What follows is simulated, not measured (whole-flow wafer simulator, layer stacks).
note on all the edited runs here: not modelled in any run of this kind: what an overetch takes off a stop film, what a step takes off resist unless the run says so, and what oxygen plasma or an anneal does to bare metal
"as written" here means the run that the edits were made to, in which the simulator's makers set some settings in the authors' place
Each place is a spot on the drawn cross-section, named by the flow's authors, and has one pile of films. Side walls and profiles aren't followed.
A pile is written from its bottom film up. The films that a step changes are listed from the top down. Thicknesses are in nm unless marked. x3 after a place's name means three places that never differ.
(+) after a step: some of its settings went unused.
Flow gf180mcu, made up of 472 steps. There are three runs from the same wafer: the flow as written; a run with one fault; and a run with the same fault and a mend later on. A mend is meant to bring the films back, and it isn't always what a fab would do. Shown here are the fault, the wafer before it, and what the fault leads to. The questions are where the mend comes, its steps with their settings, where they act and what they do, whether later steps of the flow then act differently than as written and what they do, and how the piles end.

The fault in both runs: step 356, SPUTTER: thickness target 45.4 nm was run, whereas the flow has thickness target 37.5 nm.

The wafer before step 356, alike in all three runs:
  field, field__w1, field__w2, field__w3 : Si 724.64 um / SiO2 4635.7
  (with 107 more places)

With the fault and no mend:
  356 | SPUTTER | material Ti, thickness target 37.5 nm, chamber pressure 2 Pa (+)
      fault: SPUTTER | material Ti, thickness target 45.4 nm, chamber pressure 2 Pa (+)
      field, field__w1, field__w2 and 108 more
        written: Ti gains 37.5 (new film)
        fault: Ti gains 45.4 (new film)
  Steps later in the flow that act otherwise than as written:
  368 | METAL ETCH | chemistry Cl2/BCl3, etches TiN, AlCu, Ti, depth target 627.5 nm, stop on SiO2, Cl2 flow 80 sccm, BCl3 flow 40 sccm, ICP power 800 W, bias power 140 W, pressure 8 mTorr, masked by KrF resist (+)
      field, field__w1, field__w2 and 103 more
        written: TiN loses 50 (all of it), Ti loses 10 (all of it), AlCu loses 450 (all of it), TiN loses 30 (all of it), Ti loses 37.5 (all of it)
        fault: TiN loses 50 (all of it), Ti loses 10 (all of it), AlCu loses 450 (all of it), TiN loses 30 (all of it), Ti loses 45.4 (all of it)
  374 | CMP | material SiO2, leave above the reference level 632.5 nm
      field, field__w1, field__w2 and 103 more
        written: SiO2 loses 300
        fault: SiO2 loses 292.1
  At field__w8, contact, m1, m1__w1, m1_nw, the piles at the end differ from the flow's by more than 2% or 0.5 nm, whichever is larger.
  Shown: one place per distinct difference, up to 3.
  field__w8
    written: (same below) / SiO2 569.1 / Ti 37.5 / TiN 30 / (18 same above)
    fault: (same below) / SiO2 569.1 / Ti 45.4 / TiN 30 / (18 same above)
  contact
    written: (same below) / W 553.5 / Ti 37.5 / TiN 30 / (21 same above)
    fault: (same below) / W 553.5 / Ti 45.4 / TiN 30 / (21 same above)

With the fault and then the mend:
  After step 356 comes the mend.
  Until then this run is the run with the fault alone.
  356a | METAL ETCH | chemistry Cl2/BCl3, etches TiN, AlCu, Ti, depth target 7.9 nm, Cl2 flow 80 sccm, BCl3 flow 40 sccm, ICP power 800 W, bias power 140 W, pressure 8 mTorr (the flow's step 260 again, with other settings)
      field, field__w1, field__w2 and 108 more
        Ti loses 7.9
  Every later step of the flow that is run acts as written at every place that is followed.
  At every place that both follow, the piles at the end match the flow's.
